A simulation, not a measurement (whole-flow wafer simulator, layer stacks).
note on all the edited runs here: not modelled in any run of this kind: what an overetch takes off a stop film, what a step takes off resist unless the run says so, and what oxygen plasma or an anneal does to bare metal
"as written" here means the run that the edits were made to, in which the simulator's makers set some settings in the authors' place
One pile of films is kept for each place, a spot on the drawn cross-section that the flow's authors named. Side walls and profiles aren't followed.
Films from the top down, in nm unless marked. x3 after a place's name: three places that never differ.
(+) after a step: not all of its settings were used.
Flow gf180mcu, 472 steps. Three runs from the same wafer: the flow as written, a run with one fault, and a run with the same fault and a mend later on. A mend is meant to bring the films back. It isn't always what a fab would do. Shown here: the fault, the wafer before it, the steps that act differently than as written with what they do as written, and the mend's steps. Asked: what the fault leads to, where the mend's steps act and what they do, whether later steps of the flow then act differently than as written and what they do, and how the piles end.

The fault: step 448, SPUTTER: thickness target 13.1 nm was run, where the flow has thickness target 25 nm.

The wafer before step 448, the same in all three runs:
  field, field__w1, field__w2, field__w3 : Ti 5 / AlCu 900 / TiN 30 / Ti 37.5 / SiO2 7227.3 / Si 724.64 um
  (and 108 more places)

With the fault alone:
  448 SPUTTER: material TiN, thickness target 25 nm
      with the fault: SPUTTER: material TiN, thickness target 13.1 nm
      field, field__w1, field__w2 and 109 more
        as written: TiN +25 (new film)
        with the fault: TiN +13.1 (new film)
  Later steps of the flow that act differently than as written (5 more steps differ only slightly, by at most 2% or 0.5 nm, whichever is larger, and aren't shown):
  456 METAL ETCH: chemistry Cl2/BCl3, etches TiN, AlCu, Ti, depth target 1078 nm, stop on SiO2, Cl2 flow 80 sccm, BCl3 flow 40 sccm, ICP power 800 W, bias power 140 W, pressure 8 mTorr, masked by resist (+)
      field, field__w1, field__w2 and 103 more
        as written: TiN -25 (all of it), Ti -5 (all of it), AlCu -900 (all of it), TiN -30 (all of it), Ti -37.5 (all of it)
        with the fault: TiN -13.1 (all of it), Ti -5 (all of it), AlCu -900 (all of it), TiN -30 (all of it), Ti -37.5 (all of it)
  At the end the piles differ from the flow's by more than 2% or 0.5 nm, whichever is larger, at field__w8, contact, m1, m1__w1, pad, m1_nw.
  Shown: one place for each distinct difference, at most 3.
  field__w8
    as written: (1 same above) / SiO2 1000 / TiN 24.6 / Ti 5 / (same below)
    with the fault: (1 same above) / SiO2 1000 / TiN 12.7 / Ti 5 / (same below)
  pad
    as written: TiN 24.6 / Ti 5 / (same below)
    with the fault: TiN 12.7 / Ti 5 / (same below)

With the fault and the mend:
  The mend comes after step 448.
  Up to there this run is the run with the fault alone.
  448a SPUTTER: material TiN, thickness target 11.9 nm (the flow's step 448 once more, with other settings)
      field, field__w1, field__w2 and 109 more
        TiN +11.9
  No later step of the flow acts differently than as written at any place that is followed.
  At the end the piles are the same as the flow's at every place that both follow.
